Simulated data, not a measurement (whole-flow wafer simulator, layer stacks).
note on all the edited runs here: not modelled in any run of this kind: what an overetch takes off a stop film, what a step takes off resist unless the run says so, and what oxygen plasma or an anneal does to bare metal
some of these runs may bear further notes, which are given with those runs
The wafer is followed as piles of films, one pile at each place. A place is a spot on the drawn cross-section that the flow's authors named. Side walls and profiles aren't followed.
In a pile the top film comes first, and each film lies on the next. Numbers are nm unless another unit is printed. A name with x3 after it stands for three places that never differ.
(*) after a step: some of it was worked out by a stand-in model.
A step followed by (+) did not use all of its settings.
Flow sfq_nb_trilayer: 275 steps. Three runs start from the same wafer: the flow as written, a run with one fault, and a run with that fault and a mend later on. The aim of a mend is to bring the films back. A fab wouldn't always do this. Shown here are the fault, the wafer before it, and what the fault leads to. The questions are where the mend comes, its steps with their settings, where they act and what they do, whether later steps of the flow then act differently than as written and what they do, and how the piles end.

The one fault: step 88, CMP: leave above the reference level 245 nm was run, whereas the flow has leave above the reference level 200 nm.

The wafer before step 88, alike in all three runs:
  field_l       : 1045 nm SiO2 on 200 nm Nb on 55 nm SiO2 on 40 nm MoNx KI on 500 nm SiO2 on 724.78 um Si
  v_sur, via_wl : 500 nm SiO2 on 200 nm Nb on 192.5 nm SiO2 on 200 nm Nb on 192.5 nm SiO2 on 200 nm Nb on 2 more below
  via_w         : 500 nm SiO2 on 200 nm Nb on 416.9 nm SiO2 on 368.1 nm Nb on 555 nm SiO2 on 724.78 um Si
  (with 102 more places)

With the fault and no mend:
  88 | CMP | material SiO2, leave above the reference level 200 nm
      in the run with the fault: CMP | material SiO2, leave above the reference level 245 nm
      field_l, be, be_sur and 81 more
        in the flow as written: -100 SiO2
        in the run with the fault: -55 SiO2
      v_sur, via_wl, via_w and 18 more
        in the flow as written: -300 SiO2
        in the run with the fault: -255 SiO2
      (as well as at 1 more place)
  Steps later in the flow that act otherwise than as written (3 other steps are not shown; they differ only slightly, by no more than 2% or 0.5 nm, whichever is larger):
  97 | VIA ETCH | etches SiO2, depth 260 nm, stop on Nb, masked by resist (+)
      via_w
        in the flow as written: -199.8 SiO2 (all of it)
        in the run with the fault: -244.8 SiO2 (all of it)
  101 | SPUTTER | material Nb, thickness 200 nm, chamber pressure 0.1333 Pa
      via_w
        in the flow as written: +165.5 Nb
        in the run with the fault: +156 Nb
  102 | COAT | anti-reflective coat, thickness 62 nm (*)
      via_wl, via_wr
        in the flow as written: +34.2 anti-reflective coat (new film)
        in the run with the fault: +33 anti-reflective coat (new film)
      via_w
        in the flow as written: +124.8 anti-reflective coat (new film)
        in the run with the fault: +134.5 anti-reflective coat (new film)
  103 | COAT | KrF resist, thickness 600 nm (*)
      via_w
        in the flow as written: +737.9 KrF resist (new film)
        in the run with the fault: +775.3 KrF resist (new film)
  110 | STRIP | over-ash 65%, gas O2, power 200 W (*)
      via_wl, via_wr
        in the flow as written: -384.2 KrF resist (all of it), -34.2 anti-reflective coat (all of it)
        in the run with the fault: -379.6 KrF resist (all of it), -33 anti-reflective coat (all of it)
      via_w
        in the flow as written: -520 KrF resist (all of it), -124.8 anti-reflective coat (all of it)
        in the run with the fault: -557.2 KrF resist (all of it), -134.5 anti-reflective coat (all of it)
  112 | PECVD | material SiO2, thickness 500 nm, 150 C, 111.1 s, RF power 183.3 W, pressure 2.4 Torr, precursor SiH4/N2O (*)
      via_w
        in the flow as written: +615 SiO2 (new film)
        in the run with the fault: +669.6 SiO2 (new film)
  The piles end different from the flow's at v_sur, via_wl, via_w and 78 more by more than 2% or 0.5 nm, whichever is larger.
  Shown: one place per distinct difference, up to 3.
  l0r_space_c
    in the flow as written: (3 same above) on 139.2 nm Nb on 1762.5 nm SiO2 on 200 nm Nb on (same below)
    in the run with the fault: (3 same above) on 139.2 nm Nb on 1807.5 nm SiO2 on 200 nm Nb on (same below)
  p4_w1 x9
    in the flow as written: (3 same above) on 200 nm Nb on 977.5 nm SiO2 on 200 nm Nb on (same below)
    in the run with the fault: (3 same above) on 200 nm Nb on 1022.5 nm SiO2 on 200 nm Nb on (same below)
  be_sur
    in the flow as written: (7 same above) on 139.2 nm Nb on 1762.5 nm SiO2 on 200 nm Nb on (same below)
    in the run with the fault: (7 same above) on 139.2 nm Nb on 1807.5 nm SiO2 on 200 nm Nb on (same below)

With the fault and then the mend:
  After step 89 comes the mend.
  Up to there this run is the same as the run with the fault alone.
  89a | CMP | material SiO2, leave above the reference level 200 nm (a further turn of the flow's step 88)
      field_l, v_sur, via_wl and 103 more
        -45 SiO2
  Later steps of the flow that are run all act as written at every place that is followed.
  By the end, the piles equal the flow's at every place that both follow.
